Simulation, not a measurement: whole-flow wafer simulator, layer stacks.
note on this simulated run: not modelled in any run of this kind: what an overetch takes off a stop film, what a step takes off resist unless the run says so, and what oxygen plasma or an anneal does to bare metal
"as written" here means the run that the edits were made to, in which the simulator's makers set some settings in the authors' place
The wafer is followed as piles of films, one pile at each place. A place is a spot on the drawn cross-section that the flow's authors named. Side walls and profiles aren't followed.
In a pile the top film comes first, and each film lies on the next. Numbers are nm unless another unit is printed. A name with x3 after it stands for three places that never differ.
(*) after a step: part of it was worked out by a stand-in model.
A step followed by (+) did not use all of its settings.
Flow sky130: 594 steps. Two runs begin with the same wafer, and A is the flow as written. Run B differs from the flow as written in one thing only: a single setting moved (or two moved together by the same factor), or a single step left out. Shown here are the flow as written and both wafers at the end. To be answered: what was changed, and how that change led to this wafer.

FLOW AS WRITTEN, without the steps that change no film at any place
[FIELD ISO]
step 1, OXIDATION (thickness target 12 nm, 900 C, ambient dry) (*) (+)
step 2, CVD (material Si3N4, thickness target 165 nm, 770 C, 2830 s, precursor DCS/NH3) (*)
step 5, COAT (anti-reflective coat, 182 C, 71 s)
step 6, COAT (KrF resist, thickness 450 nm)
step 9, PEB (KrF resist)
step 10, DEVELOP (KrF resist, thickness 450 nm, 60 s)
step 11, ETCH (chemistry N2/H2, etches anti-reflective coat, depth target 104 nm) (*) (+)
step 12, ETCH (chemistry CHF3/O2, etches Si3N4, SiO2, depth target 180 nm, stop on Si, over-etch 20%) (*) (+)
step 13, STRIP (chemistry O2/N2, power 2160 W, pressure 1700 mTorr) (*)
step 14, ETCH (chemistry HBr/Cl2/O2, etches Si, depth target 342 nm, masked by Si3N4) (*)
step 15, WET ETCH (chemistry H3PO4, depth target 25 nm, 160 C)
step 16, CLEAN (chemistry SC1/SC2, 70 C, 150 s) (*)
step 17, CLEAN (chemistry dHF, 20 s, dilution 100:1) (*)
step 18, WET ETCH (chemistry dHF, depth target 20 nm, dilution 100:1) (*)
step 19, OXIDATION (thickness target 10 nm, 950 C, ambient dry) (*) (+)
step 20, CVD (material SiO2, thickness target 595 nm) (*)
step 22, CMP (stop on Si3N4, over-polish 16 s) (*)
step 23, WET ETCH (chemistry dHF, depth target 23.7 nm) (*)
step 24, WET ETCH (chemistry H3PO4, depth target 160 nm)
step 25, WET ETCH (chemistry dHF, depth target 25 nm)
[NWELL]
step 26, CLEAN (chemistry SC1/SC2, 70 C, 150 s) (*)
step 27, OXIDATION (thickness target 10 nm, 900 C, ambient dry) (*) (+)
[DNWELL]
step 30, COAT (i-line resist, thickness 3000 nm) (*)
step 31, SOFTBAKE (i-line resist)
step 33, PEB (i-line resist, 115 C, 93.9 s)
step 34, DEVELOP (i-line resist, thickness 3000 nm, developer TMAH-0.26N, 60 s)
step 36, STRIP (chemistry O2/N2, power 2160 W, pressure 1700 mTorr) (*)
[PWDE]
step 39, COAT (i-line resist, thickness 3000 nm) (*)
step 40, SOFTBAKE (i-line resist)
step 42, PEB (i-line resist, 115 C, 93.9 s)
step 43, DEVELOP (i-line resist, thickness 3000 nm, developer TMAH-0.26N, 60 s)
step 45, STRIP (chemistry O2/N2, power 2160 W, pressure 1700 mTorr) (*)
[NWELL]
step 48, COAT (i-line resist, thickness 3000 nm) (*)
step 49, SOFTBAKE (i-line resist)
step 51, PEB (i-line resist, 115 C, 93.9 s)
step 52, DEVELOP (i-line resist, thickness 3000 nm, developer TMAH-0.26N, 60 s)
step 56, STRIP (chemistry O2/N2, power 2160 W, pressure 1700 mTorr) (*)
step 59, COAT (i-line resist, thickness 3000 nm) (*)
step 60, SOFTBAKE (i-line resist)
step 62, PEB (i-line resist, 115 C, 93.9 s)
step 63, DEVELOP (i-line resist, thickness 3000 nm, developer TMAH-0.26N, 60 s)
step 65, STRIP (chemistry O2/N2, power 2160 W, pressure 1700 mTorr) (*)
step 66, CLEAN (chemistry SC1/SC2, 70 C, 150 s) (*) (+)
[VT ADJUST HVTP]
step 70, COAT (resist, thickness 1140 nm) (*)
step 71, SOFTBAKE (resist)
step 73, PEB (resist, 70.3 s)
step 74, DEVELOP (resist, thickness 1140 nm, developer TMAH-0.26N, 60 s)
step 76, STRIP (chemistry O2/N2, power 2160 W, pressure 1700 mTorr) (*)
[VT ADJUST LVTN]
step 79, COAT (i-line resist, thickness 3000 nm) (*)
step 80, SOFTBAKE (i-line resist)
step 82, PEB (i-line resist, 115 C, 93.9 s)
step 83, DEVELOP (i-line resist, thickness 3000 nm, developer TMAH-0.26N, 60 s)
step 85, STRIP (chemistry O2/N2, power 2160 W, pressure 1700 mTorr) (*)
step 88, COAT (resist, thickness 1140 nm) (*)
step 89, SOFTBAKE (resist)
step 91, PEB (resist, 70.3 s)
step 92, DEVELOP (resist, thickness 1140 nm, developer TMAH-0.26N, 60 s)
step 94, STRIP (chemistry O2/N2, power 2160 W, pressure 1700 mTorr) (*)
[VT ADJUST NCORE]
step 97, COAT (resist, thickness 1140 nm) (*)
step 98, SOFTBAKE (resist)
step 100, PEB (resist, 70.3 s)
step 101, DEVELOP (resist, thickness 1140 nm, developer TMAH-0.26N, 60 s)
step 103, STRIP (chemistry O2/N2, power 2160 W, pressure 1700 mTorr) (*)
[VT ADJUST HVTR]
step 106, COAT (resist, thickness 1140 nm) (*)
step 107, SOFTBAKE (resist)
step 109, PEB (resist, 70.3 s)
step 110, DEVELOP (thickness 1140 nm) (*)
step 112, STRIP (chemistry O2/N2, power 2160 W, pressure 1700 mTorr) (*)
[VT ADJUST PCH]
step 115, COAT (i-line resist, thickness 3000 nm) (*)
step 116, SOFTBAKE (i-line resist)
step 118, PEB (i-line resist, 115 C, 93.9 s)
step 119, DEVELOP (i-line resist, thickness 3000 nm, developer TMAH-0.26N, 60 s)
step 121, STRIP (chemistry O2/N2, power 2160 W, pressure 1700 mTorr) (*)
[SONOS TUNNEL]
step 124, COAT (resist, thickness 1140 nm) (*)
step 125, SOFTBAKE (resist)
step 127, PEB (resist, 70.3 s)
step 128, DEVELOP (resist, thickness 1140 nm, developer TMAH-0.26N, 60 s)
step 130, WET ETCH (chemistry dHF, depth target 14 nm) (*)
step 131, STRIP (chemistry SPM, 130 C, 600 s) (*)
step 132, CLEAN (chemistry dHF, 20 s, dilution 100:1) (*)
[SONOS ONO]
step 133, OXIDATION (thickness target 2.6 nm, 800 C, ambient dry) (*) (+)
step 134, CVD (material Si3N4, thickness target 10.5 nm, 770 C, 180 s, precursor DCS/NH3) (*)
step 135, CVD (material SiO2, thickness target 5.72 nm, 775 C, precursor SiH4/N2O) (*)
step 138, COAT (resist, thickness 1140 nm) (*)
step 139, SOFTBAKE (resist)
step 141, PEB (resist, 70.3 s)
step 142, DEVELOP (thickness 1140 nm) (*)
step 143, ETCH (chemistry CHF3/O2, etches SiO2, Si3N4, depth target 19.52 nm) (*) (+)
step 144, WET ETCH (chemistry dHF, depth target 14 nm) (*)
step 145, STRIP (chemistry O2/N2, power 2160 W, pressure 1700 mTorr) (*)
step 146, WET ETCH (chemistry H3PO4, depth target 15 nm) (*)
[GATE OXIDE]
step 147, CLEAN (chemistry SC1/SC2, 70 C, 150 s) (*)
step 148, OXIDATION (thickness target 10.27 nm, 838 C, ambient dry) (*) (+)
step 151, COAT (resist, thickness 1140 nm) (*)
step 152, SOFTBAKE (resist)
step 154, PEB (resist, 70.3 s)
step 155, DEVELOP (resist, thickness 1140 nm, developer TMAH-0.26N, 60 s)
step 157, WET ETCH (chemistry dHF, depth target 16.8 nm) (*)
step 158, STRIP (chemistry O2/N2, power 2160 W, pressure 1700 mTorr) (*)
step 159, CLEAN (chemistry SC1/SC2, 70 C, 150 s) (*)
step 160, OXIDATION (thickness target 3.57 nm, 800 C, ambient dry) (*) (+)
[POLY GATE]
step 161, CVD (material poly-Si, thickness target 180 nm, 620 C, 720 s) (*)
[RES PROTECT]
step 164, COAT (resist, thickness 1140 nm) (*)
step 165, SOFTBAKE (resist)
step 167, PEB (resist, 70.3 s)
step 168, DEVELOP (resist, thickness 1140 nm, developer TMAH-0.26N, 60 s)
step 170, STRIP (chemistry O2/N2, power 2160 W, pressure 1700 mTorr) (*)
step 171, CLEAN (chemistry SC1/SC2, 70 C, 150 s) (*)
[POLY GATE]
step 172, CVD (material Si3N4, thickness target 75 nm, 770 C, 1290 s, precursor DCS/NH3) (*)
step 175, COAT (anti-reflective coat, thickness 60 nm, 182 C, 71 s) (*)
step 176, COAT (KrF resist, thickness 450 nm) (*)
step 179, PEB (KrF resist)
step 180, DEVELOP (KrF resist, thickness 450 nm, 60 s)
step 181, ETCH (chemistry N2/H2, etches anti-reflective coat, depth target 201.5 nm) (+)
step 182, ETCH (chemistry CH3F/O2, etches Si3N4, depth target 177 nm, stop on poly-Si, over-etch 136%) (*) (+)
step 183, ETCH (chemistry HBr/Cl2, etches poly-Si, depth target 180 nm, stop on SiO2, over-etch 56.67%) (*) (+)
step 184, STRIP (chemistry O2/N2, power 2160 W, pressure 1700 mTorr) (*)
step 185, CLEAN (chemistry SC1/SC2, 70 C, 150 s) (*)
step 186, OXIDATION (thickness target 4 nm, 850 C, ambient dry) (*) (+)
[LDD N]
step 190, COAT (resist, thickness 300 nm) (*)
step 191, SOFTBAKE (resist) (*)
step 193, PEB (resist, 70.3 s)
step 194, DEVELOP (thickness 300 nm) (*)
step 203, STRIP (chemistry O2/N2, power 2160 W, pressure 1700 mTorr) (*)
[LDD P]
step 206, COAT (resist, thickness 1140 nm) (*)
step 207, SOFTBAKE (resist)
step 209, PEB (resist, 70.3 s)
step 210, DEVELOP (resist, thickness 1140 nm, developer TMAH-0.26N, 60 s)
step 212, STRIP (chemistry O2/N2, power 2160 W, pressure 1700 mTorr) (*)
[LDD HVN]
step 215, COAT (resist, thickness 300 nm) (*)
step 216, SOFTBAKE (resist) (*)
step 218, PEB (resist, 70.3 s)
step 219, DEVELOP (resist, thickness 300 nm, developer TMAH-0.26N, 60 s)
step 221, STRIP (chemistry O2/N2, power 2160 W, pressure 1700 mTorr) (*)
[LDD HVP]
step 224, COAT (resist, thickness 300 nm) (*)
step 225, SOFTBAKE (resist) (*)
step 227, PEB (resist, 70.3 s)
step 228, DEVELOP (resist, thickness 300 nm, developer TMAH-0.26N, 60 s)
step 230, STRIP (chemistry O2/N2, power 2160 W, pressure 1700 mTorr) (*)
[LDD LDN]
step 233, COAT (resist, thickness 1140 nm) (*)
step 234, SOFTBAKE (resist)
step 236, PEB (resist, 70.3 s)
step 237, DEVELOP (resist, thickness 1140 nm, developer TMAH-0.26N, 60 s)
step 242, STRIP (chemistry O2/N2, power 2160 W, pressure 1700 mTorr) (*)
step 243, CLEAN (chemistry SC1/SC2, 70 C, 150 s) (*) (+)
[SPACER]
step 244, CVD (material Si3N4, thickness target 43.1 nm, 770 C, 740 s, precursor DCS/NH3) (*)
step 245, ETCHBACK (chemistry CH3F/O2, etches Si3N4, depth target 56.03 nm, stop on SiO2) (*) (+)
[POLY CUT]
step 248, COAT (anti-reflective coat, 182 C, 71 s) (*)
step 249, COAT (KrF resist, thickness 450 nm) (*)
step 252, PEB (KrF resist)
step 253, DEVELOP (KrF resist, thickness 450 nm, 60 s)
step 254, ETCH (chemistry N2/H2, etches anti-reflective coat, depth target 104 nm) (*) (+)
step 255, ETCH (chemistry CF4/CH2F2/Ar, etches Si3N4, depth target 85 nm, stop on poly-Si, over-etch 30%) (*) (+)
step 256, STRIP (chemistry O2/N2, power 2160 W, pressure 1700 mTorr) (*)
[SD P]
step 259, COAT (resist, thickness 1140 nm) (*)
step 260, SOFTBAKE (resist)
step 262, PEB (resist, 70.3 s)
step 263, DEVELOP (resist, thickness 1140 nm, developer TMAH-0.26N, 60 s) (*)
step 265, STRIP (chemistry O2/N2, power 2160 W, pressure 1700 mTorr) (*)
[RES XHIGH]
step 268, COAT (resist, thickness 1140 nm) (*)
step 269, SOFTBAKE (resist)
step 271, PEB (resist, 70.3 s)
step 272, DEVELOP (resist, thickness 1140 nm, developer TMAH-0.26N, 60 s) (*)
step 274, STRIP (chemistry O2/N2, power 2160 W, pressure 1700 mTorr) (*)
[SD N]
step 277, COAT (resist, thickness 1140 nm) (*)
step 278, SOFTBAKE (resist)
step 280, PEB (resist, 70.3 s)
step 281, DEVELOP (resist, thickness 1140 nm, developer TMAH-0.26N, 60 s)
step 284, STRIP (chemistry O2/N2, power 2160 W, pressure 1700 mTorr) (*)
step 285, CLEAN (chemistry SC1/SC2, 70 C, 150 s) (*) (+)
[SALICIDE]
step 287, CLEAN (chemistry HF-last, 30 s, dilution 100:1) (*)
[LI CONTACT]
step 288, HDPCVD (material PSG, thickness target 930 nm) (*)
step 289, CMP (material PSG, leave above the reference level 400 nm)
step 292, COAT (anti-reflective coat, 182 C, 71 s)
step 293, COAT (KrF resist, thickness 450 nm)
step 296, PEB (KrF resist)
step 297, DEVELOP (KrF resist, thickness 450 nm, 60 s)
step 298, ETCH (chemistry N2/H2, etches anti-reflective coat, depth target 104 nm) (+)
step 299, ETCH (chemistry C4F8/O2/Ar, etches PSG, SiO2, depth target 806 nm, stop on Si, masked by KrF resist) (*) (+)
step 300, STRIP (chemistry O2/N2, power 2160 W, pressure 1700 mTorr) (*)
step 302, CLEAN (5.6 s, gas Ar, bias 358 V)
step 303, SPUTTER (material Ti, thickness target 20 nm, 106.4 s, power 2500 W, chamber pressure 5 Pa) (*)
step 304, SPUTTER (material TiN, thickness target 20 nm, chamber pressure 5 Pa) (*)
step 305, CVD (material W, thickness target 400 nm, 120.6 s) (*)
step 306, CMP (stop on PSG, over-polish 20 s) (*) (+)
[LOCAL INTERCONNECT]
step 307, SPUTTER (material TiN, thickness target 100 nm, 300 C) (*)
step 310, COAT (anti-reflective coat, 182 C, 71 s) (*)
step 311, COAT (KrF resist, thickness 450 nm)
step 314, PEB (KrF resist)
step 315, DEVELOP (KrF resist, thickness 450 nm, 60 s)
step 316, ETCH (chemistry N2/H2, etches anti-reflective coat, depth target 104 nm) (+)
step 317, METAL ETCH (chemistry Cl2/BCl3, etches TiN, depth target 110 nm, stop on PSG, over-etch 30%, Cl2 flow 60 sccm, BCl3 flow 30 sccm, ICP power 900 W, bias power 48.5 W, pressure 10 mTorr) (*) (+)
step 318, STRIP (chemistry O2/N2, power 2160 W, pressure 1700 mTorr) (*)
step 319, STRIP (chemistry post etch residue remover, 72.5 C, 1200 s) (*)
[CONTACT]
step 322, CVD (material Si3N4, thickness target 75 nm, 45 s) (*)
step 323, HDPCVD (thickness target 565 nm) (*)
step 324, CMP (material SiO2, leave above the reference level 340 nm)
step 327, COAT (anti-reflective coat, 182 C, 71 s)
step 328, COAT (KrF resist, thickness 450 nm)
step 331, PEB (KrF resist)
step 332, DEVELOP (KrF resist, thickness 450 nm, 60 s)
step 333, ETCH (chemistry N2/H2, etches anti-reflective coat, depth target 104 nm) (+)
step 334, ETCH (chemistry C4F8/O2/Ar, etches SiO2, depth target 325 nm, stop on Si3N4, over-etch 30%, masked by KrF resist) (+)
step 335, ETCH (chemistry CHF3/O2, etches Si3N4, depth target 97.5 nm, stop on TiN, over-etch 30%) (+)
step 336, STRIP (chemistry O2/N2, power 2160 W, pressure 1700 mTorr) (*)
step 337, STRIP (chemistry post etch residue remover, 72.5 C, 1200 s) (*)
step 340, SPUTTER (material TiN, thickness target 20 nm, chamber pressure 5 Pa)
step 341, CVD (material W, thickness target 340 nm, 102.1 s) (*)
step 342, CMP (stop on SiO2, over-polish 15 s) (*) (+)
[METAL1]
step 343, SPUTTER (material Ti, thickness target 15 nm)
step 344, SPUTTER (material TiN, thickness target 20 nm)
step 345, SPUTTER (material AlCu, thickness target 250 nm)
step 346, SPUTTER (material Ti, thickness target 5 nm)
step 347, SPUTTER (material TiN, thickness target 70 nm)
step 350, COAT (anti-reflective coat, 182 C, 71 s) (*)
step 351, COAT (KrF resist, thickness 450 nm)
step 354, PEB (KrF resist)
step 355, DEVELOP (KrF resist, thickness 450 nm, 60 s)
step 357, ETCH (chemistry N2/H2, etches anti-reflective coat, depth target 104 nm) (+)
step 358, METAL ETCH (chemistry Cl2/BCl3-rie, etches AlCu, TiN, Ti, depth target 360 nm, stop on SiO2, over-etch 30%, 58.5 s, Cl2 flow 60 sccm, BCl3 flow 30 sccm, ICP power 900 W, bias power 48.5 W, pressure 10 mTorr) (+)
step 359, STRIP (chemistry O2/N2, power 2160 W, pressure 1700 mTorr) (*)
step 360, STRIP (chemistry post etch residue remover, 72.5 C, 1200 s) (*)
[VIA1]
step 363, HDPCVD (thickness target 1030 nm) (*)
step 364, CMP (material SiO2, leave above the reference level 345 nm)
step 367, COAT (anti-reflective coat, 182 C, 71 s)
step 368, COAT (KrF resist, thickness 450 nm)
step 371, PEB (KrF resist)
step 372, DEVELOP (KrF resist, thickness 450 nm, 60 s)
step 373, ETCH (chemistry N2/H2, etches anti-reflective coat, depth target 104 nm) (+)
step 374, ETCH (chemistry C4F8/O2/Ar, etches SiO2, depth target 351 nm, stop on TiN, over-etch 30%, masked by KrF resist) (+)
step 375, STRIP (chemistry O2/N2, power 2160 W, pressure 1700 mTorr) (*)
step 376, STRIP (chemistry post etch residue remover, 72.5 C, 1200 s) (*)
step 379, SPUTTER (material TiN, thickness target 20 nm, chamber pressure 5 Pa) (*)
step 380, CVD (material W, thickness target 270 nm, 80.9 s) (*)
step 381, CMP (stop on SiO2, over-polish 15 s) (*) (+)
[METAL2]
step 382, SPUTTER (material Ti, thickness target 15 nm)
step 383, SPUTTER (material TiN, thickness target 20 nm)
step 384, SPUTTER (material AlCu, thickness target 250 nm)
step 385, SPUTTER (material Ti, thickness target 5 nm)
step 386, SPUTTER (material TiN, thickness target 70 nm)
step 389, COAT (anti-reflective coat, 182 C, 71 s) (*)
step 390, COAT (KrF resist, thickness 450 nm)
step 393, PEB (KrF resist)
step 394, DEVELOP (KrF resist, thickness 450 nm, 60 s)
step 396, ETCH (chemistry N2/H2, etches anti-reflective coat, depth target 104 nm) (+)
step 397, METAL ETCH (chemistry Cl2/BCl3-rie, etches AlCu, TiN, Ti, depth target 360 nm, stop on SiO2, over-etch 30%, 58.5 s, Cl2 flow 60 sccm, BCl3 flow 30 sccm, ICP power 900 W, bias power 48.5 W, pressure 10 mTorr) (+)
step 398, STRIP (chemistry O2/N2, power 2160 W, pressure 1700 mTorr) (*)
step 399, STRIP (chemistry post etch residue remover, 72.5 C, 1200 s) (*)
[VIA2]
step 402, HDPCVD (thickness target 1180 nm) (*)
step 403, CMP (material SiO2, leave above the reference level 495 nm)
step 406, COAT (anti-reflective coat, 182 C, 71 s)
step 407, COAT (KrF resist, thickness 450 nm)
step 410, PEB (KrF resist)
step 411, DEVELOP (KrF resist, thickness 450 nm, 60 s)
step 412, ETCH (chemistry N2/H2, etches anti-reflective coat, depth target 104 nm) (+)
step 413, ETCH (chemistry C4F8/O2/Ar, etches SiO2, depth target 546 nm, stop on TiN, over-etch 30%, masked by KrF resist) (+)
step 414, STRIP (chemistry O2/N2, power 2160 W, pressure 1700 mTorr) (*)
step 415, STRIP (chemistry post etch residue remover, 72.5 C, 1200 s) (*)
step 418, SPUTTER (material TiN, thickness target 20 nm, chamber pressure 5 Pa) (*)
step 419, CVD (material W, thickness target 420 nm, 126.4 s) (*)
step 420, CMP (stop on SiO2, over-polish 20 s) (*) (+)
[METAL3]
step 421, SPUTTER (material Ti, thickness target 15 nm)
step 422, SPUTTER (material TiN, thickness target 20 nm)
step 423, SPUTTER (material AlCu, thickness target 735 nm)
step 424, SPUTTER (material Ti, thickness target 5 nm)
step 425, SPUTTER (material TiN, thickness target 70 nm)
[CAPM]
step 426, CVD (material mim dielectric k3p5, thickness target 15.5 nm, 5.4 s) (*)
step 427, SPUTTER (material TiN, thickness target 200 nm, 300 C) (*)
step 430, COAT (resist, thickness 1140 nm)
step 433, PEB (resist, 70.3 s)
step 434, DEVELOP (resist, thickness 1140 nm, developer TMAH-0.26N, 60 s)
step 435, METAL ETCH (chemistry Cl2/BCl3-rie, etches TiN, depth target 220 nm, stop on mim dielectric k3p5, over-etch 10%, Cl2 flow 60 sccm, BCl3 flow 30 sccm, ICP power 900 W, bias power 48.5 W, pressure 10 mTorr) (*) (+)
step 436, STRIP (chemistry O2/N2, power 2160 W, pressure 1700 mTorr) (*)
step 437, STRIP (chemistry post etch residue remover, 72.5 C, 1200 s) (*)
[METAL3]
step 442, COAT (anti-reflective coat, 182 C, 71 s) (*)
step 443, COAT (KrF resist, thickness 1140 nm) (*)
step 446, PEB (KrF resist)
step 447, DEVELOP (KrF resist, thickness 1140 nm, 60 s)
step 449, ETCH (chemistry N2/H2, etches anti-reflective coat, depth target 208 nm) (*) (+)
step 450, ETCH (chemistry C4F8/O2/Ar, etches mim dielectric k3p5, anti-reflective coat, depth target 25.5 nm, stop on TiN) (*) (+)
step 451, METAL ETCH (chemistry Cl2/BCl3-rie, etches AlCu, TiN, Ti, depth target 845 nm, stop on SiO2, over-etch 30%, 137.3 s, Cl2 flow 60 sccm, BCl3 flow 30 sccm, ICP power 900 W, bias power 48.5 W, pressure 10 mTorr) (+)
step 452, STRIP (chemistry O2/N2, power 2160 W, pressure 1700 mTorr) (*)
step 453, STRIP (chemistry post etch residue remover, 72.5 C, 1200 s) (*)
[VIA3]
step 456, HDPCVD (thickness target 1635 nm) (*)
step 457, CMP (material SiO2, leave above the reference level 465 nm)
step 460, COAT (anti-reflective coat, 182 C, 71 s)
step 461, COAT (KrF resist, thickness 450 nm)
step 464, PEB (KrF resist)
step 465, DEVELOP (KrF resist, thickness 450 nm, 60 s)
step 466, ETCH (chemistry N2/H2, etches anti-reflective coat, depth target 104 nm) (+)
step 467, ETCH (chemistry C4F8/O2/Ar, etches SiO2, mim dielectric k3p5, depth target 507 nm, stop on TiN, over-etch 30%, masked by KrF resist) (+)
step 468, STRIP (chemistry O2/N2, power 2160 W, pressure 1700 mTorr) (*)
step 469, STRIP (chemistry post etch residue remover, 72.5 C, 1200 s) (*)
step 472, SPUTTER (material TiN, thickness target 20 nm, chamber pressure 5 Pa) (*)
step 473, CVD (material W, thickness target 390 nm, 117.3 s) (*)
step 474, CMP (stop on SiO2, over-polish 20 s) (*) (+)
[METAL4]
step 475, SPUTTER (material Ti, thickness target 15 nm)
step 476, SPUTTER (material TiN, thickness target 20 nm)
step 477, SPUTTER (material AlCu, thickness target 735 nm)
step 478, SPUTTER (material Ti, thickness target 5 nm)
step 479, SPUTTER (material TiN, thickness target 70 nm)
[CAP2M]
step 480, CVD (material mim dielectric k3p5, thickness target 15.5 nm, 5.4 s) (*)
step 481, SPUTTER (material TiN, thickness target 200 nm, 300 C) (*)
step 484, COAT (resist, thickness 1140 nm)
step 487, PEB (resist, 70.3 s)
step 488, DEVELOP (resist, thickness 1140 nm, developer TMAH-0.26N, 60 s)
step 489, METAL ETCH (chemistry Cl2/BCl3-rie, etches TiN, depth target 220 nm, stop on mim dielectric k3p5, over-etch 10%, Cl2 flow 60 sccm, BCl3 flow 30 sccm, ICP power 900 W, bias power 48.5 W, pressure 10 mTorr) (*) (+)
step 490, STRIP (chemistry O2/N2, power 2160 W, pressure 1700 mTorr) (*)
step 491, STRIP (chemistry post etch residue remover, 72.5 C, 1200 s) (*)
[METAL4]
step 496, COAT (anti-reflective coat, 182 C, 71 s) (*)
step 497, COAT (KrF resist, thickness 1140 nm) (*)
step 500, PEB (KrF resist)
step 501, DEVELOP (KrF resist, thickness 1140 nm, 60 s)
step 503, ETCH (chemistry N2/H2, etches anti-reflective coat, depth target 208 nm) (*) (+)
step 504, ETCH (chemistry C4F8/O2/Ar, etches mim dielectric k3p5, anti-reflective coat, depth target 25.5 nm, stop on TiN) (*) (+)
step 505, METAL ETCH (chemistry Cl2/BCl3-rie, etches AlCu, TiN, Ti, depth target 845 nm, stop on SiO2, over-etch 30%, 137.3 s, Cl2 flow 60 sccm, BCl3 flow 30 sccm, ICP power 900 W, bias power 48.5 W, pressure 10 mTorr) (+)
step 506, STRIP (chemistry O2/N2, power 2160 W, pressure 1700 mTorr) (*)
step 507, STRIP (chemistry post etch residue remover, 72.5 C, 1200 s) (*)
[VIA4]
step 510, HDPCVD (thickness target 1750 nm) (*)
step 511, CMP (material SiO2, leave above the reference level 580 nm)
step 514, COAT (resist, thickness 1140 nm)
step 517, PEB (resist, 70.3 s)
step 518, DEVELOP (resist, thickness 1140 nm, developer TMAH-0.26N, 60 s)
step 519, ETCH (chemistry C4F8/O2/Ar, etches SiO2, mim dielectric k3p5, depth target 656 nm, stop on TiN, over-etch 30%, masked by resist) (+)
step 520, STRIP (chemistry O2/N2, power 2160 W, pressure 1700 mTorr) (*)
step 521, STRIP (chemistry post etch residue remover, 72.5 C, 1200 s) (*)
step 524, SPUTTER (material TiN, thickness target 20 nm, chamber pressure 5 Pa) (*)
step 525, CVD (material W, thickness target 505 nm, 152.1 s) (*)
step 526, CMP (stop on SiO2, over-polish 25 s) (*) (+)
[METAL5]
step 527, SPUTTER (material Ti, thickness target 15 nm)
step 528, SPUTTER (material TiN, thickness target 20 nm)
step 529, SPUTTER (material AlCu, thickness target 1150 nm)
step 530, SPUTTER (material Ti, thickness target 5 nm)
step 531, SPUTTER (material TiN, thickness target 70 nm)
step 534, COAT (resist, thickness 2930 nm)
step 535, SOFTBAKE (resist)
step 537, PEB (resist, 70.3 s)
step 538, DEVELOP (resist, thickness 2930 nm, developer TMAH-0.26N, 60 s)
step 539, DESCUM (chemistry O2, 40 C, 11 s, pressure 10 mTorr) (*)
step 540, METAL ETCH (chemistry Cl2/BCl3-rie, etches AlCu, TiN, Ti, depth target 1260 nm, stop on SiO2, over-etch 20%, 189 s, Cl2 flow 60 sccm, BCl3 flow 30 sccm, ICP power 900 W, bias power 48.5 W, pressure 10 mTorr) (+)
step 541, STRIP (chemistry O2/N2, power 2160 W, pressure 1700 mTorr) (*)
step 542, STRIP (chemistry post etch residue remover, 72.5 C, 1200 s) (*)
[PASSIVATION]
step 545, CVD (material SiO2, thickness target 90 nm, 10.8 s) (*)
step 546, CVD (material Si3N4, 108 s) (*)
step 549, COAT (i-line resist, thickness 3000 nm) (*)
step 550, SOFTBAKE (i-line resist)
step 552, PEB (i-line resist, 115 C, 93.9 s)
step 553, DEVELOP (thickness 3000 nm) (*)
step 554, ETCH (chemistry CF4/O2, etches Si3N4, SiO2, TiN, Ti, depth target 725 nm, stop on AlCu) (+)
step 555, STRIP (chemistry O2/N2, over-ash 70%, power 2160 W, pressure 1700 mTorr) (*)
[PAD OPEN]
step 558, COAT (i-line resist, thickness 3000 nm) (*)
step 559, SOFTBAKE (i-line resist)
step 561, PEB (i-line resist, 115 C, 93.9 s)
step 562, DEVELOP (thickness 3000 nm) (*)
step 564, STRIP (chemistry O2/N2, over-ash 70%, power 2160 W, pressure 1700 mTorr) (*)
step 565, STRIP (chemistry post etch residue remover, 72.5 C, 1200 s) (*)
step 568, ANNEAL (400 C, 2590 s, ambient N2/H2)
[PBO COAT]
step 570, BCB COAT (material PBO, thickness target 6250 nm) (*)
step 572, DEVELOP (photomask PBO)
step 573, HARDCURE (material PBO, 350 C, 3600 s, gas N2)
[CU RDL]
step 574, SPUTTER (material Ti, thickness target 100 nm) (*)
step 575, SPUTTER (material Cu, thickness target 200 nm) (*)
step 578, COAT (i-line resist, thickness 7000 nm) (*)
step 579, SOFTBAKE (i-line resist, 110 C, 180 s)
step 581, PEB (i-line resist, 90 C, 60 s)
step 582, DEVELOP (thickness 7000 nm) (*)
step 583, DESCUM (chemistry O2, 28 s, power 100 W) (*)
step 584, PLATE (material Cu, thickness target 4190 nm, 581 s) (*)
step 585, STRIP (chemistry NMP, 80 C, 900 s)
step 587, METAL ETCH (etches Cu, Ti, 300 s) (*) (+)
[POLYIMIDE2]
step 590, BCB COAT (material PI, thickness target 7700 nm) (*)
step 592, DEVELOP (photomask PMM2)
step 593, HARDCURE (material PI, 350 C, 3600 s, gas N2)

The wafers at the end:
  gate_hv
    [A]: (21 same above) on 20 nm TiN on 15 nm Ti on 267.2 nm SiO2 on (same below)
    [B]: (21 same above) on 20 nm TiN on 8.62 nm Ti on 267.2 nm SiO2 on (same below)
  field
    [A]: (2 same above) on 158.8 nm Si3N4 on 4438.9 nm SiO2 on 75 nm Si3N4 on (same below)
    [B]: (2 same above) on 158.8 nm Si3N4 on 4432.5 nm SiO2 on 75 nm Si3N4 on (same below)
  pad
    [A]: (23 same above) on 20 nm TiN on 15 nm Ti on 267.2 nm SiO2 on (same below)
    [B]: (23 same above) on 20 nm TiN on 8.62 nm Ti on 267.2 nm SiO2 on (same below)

Cause: step 382, SPUTTER: thickness target 8.62 nm was run, though the flow has thickness target 15 nm.
The wafer lets one read it off: gate_hv has Ti 8.62, and step 382 as written asks for 15 nm.

Step by step, how the change led to this:
  step 382, SPUTTER (material Ti, thickness target 15 nm)
      field, active, n_well and 188 more: A Ti gains 15 (new film) | B Ti gains 8.62 (new film)
  step 397, METAL ETCH (chemistry Cl2/BCl3-rie, etches AlCu, TiN, Ti, depth target 360 nm, stop on SiO2, over-etch 30%, 58.5 s, Cl2 flow 60 sccm, BCl3 flow 30 sccm, ICP power 900 W, bias power 48.5 W, pressure 10 mTorr) (+)
      field, active, gate and 82 more: A TiN loses 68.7 (all of it), Ti loses 5 (all of it), AlCu loses 250 (all of it), TiN loses 20 (all of it), Ti loses 15 (all of it), SiO2 loses 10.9 | B TiN loses 68.7 (all of it), Ti loses 5 (all of it), AlCu loses 250 (all of it), TiN loses 20 (all of it), Ti loses 8.62 (all of it), SiO2 loses 11.6
